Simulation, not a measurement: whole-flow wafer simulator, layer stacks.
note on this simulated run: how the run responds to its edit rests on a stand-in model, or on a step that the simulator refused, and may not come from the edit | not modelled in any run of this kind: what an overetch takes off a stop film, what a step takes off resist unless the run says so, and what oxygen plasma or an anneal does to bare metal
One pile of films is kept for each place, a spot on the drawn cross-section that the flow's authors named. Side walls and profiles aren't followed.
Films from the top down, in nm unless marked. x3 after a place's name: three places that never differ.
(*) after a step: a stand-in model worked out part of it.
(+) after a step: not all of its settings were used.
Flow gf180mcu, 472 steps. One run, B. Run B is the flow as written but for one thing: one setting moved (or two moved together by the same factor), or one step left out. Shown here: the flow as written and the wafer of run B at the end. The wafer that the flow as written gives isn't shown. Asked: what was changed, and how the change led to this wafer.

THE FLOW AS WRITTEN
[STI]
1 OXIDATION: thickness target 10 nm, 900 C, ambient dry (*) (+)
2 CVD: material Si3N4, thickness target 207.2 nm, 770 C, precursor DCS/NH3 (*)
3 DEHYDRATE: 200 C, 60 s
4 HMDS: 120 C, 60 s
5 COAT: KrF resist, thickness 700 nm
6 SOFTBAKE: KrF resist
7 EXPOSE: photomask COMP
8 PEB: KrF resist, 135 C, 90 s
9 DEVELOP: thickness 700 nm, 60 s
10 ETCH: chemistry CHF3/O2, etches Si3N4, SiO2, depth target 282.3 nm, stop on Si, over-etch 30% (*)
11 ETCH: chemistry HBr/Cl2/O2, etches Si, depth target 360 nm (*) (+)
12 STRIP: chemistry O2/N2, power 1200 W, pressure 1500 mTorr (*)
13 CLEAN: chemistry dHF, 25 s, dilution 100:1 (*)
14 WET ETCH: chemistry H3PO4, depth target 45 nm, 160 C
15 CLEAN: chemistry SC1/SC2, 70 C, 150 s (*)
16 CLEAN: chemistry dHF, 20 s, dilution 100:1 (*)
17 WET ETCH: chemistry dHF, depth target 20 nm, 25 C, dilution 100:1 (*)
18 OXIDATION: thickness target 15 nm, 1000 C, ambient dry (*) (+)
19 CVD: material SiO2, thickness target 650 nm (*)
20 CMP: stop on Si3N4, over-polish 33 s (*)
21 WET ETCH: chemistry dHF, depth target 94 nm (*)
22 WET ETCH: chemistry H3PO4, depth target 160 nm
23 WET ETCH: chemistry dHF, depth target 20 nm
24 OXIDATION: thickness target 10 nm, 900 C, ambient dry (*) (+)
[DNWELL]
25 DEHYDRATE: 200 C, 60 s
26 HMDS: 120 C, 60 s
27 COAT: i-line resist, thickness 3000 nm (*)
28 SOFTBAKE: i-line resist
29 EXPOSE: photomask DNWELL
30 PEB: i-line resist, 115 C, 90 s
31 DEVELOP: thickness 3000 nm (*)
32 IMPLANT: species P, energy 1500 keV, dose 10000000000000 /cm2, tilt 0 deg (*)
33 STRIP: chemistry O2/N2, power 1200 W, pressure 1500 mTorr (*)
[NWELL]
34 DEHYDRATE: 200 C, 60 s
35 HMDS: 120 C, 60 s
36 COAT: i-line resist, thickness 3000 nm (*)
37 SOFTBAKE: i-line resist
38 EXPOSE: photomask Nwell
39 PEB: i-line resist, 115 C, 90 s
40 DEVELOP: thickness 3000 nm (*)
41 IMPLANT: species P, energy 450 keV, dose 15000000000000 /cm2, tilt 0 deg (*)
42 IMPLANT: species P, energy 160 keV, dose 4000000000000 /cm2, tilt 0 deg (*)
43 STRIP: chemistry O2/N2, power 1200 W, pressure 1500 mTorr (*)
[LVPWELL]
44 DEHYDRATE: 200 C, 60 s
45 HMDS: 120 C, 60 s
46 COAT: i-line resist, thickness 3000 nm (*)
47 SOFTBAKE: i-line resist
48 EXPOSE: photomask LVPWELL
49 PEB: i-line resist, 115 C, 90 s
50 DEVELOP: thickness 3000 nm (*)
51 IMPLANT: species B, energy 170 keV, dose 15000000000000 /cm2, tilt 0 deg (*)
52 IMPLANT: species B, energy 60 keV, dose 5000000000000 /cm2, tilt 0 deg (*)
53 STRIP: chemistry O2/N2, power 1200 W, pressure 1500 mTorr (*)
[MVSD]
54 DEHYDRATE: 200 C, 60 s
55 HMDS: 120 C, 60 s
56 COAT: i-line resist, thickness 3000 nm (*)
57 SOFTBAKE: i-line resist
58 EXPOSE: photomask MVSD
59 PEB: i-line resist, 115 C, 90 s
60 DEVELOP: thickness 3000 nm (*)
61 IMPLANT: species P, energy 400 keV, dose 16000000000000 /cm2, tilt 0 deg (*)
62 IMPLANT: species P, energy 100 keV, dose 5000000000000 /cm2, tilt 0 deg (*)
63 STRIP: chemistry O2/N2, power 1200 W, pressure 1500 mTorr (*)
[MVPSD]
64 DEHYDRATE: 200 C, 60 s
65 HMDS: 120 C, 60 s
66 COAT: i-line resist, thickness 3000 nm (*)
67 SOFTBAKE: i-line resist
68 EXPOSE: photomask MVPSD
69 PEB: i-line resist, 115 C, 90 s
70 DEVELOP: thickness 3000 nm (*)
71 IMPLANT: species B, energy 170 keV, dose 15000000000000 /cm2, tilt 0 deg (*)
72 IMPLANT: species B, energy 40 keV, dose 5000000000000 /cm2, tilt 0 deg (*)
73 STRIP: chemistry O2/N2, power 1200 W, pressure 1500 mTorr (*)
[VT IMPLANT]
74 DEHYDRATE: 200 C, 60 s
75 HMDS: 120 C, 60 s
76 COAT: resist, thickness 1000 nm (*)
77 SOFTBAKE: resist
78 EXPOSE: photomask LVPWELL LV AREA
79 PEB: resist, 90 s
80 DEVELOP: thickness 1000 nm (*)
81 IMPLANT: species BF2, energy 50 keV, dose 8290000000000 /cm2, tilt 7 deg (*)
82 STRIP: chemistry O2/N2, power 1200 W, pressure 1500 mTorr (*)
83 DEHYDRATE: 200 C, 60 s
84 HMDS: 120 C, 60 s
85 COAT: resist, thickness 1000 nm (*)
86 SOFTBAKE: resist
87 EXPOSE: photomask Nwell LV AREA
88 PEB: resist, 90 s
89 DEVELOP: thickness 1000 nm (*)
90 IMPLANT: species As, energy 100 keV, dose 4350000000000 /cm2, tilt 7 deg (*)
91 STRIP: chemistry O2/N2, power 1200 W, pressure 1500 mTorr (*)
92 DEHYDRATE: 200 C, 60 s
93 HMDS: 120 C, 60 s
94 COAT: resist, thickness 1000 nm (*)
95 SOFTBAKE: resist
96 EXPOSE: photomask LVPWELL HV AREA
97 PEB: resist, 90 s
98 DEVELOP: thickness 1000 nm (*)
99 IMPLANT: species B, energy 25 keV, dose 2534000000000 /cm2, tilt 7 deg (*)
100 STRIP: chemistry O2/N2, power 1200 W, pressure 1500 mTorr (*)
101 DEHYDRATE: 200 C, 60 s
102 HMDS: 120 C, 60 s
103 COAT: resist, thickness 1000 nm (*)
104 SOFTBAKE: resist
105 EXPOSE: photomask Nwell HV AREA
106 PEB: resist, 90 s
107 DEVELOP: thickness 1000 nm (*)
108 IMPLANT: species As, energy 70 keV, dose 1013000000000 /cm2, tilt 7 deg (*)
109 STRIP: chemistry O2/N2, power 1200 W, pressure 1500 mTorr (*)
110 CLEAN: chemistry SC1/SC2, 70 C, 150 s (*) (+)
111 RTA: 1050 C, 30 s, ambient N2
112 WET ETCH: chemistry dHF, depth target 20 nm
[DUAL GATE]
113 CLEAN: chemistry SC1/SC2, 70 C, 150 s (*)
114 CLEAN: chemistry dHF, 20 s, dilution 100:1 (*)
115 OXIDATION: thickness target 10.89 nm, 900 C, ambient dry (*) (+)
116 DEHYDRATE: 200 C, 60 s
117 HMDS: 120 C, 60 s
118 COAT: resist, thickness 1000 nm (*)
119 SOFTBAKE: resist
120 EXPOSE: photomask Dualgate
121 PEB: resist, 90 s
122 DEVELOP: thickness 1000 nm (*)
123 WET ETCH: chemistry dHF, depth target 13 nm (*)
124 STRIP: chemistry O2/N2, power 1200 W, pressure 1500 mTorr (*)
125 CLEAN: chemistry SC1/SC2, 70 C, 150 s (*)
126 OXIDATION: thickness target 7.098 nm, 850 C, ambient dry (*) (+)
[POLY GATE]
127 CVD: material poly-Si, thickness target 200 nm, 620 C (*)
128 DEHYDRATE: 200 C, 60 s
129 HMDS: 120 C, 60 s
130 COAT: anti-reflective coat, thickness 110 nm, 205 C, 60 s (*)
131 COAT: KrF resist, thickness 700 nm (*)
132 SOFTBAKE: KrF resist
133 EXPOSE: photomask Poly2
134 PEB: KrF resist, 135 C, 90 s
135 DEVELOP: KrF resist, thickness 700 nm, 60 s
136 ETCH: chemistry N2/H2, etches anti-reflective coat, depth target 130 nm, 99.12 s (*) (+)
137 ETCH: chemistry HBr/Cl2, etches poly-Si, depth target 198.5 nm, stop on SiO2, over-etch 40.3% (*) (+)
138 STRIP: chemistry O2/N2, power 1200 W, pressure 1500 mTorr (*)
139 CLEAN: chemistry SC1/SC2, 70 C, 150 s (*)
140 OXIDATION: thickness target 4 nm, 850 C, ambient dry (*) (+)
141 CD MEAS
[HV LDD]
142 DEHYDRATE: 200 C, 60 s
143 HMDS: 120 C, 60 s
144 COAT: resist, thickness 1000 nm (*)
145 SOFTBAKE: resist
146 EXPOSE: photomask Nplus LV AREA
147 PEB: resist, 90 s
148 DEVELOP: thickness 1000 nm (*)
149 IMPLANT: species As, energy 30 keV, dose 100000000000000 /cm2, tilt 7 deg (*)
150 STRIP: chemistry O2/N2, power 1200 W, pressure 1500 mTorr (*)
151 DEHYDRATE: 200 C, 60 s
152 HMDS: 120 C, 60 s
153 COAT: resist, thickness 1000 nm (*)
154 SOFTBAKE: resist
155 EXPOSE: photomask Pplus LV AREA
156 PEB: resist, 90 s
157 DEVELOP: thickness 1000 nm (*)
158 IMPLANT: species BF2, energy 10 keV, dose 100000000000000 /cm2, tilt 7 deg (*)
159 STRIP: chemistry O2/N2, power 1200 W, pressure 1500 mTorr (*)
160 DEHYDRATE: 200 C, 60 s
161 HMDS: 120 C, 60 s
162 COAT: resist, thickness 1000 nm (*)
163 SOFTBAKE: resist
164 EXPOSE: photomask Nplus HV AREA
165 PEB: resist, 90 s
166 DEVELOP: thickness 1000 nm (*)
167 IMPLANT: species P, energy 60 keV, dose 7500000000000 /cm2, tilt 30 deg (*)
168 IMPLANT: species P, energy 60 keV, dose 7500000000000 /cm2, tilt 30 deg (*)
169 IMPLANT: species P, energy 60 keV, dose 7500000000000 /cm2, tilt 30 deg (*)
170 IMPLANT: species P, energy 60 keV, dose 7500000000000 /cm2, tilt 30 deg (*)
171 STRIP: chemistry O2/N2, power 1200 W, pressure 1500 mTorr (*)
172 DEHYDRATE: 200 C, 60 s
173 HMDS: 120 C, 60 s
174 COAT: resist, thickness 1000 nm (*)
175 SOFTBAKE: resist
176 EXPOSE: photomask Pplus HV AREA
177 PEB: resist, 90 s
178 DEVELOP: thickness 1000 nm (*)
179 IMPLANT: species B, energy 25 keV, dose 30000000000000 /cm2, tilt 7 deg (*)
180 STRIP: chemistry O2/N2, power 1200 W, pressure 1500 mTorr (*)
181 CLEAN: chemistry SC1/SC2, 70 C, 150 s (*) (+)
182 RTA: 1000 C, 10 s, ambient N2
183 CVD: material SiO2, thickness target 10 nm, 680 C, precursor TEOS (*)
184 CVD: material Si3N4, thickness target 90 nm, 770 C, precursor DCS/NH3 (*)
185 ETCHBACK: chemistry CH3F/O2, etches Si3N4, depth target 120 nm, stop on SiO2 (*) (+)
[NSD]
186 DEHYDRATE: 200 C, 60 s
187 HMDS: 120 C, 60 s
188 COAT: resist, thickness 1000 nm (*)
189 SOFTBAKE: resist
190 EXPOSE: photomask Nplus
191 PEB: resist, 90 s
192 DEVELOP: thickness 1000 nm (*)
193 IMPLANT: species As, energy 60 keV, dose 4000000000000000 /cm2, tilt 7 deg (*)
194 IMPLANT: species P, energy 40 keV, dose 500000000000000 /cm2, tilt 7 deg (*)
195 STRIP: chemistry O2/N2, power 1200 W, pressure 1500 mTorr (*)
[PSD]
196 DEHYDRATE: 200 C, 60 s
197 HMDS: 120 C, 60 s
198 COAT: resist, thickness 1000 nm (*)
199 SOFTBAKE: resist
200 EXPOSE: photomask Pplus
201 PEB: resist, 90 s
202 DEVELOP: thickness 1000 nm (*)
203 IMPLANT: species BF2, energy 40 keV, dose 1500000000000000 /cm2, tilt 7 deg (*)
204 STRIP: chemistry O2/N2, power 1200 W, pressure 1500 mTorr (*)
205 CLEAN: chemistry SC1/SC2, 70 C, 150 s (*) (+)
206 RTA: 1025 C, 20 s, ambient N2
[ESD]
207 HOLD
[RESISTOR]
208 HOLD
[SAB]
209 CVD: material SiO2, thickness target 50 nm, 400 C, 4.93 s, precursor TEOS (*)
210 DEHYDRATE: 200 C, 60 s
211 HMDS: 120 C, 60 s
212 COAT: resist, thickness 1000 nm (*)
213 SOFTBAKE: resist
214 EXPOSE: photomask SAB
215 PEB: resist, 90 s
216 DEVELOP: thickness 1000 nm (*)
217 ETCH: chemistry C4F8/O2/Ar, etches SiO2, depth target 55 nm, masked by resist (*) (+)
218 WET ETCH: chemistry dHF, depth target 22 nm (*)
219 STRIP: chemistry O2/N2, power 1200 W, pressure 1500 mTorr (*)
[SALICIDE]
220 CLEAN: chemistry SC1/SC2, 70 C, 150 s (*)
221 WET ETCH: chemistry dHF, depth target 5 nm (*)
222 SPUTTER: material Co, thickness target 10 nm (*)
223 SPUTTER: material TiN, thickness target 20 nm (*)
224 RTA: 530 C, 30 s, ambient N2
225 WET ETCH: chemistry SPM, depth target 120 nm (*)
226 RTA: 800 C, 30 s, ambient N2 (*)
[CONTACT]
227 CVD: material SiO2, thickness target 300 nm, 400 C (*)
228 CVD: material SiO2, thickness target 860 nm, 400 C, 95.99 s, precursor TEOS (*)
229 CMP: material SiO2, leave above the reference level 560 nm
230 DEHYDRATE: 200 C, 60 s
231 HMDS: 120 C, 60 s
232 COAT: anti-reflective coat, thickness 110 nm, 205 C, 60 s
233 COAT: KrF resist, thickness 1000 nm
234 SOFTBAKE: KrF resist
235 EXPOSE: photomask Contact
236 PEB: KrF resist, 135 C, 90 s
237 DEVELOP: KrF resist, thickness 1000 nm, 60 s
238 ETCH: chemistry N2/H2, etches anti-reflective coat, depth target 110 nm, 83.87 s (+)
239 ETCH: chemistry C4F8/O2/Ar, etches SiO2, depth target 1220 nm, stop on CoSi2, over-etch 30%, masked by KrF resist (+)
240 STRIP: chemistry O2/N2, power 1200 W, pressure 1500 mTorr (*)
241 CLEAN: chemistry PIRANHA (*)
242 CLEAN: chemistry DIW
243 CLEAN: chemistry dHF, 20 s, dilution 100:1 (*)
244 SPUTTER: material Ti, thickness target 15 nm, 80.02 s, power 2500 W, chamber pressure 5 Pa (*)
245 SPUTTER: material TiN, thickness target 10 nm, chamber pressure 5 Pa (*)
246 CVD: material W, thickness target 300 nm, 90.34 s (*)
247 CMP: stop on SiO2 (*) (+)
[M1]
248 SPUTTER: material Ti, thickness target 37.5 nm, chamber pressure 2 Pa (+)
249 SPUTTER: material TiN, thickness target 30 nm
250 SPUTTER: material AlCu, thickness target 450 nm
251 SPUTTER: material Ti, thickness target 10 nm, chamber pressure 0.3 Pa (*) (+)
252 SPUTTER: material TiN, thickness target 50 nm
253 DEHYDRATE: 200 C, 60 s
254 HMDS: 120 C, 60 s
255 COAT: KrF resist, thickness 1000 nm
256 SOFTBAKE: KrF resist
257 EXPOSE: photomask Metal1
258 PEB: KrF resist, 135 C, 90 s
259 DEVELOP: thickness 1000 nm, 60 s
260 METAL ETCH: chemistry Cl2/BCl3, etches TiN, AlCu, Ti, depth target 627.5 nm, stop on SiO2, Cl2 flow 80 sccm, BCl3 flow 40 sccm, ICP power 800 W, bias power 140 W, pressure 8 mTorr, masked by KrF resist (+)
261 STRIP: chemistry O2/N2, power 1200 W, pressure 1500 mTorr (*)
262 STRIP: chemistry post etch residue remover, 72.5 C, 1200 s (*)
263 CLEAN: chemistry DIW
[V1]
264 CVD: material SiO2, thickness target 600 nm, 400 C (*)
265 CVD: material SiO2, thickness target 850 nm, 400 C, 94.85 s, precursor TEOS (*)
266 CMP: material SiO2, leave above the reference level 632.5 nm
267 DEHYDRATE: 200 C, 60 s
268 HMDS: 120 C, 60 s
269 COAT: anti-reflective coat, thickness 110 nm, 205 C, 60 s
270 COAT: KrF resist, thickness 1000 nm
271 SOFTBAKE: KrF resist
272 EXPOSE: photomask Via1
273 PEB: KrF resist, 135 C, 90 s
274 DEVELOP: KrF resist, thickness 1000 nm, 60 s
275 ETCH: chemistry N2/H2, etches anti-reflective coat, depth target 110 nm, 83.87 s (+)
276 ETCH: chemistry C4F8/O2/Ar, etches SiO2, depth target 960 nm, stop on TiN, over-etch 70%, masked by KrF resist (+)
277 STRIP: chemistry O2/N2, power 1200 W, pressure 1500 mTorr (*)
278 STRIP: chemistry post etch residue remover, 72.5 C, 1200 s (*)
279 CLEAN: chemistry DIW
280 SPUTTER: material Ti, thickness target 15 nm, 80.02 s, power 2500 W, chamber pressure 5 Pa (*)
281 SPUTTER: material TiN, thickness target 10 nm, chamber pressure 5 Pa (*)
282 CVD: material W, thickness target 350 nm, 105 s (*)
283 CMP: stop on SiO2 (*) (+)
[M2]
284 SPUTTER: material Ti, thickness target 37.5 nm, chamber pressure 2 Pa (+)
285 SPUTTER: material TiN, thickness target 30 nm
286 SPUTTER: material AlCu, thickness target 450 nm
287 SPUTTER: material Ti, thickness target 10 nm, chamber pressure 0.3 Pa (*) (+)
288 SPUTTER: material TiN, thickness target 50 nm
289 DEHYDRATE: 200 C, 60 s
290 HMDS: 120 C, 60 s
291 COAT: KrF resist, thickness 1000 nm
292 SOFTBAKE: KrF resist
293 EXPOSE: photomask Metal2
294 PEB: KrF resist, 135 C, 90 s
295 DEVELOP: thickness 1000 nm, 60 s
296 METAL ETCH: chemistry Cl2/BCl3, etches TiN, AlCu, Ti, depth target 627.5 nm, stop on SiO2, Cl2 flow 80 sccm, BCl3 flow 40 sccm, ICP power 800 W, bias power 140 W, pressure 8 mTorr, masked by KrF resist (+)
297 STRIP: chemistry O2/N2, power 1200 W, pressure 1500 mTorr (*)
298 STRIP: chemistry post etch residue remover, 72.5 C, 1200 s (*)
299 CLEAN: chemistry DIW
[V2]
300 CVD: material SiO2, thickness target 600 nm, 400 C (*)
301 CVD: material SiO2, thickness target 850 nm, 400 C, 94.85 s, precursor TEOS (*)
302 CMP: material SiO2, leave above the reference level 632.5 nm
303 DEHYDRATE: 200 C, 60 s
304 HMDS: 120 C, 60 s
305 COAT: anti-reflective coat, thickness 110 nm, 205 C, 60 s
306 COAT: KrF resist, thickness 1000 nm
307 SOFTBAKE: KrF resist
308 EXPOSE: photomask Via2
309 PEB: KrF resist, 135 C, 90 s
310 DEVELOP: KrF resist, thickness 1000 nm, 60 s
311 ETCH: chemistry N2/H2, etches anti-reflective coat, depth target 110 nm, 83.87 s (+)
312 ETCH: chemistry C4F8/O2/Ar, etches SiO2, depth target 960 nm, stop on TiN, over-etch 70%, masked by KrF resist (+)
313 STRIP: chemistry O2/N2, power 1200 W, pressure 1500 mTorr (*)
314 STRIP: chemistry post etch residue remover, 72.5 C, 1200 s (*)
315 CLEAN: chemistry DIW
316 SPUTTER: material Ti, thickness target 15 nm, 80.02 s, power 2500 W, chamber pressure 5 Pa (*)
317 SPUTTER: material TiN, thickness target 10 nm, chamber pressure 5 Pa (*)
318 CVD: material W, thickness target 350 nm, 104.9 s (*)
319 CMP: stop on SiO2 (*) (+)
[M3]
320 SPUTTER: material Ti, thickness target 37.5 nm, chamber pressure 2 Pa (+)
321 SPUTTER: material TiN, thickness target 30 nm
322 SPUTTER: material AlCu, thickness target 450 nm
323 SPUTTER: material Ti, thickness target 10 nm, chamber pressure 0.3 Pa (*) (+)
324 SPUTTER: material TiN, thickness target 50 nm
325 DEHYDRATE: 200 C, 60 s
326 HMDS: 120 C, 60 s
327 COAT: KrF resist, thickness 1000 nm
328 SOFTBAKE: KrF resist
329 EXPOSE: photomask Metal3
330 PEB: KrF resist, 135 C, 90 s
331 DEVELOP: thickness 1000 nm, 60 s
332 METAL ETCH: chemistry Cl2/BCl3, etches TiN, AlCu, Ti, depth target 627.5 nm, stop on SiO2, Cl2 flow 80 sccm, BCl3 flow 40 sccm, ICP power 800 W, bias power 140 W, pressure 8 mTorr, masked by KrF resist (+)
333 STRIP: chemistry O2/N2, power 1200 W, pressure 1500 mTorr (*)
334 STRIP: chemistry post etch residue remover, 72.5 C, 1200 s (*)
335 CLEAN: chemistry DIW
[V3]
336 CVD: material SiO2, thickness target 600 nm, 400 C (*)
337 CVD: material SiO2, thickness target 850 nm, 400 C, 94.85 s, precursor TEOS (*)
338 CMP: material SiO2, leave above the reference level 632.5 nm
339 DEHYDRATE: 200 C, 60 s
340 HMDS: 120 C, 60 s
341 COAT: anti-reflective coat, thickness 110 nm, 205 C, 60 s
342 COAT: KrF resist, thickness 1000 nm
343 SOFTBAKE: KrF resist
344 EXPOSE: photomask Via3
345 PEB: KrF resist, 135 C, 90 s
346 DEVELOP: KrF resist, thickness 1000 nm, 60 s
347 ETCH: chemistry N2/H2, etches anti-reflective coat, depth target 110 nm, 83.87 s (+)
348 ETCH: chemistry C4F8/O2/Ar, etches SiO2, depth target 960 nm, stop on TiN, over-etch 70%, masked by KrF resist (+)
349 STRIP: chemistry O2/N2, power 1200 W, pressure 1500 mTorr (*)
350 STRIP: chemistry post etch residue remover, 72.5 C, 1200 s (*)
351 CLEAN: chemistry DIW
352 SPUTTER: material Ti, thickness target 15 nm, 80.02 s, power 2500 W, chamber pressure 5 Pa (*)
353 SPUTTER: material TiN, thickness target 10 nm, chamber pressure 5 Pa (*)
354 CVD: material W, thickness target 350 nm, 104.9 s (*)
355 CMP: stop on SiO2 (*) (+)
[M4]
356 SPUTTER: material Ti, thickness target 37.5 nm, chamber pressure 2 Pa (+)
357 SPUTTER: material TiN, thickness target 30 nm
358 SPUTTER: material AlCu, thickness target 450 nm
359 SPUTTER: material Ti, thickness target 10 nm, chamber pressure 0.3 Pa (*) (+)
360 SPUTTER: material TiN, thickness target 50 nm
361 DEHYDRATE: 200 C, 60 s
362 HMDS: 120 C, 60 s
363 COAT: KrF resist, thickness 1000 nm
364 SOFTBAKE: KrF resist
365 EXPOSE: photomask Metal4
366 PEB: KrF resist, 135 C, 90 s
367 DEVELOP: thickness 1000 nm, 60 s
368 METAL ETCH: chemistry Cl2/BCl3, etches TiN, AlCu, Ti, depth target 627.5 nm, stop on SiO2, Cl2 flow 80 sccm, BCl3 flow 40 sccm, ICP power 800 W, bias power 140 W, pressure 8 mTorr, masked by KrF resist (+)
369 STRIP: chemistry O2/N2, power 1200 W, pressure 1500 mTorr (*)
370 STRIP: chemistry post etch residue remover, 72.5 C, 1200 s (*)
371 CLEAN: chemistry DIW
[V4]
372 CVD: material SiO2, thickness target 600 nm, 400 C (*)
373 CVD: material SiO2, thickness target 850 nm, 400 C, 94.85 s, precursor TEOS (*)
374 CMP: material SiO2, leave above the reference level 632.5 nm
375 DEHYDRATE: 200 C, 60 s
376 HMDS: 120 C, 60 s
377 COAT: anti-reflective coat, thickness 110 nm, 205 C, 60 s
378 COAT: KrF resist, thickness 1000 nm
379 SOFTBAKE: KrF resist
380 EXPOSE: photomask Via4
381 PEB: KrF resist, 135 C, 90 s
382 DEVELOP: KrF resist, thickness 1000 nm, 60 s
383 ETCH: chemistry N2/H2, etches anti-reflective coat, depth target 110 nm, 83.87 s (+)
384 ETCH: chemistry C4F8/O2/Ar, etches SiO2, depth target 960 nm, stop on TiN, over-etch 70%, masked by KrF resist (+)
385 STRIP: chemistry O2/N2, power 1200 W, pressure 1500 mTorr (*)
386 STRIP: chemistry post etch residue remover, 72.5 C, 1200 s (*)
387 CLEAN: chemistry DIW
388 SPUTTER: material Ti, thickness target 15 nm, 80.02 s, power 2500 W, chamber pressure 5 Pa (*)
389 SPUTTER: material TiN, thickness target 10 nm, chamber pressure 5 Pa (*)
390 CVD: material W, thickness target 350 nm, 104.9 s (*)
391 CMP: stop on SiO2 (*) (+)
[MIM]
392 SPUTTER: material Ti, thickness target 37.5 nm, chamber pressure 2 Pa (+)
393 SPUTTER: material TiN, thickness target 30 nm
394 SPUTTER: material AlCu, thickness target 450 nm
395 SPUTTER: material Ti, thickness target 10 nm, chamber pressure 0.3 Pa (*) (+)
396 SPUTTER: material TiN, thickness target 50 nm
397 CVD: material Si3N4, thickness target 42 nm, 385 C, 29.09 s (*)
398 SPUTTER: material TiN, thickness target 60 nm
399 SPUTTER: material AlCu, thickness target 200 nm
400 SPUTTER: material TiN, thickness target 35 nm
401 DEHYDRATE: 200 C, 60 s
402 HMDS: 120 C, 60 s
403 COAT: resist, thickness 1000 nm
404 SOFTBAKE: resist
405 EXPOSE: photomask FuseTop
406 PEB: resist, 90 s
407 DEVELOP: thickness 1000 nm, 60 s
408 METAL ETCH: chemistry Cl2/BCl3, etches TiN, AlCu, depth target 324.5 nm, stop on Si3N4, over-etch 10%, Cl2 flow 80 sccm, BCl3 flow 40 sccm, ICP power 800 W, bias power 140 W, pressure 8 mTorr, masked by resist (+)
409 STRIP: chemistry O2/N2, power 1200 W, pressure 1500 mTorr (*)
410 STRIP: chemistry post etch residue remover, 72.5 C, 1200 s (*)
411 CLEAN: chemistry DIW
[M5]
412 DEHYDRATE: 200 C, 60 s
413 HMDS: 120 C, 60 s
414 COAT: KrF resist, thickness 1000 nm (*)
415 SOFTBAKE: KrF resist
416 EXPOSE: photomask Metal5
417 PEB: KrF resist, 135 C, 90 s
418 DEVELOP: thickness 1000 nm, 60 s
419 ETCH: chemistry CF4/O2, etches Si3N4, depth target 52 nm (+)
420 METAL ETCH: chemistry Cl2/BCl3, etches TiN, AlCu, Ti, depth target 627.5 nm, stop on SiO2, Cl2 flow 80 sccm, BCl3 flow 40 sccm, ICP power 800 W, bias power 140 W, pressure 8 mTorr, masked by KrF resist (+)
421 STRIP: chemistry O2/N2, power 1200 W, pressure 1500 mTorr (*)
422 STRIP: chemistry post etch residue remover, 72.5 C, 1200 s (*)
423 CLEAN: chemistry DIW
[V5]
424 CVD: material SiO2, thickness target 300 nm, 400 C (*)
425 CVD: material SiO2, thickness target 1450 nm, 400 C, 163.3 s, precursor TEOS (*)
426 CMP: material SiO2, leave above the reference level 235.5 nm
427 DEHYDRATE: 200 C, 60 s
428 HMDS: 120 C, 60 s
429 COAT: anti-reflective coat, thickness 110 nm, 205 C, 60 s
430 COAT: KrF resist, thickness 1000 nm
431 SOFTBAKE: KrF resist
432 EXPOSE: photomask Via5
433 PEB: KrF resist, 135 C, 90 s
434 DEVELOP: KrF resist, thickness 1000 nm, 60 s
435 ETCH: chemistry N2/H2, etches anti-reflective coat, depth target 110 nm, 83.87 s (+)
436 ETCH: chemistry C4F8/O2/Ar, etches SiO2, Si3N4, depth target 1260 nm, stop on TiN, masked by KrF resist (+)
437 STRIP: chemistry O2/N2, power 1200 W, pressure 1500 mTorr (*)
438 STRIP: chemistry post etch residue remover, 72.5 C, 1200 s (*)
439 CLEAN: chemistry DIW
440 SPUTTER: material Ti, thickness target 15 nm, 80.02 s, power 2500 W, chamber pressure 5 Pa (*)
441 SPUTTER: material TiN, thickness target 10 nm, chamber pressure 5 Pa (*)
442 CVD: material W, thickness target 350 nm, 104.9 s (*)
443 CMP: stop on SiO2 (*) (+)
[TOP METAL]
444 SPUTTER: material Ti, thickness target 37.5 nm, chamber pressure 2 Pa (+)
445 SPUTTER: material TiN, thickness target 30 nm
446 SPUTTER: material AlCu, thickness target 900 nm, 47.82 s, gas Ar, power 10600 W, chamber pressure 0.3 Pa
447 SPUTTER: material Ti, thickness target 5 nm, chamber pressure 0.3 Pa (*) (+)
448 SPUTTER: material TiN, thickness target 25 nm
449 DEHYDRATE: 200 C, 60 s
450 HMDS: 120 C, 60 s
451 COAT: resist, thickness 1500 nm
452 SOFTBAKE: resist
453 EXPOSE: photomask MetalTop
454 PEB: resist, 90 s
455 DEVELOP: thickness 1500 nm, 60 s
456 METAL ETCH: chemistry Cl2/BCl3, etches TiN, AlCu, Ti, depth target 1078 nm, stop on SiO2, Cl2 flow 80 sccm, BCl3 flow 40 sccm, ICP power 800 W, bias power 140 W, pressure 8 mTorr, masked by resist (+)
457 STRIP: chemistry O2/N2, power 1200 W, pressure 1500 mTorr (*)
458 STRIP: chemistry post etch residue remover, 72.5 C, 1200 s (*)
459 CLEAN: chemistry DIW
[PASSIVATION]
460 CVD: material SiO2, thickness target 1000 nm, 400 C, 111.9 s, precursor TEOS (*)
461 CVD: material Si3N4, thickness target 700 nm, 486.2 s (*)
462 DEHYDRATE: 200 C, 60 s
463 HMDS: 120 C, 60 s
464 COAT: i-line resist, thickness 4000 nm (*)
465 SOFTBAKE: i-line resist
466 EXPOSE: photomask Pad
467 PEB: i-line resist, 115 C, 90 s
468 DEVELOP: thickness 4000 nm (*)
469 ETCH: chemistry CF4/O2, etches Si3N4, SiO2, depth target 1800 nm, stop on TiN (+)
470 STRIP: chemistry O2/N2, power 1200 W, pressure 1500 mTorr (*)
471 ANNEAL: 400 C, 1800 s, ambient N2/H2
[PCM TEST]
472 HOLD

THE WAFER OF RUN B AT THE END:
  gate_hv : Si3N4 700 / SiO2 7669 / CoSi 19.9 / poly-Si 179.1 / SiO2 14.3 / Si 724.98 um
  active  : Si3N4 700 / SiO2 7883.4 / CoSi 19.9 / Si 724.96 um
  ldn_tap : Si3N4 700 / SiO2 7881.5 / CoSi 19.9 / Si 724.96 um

The cause: step 226, RTA: 800 C, 30 s, ambient N2 (*), was left out.

How the change led to this, step by step:
  (no step that both runs have acts differently by more than 2% or 0.5 nm, whichever is larger)
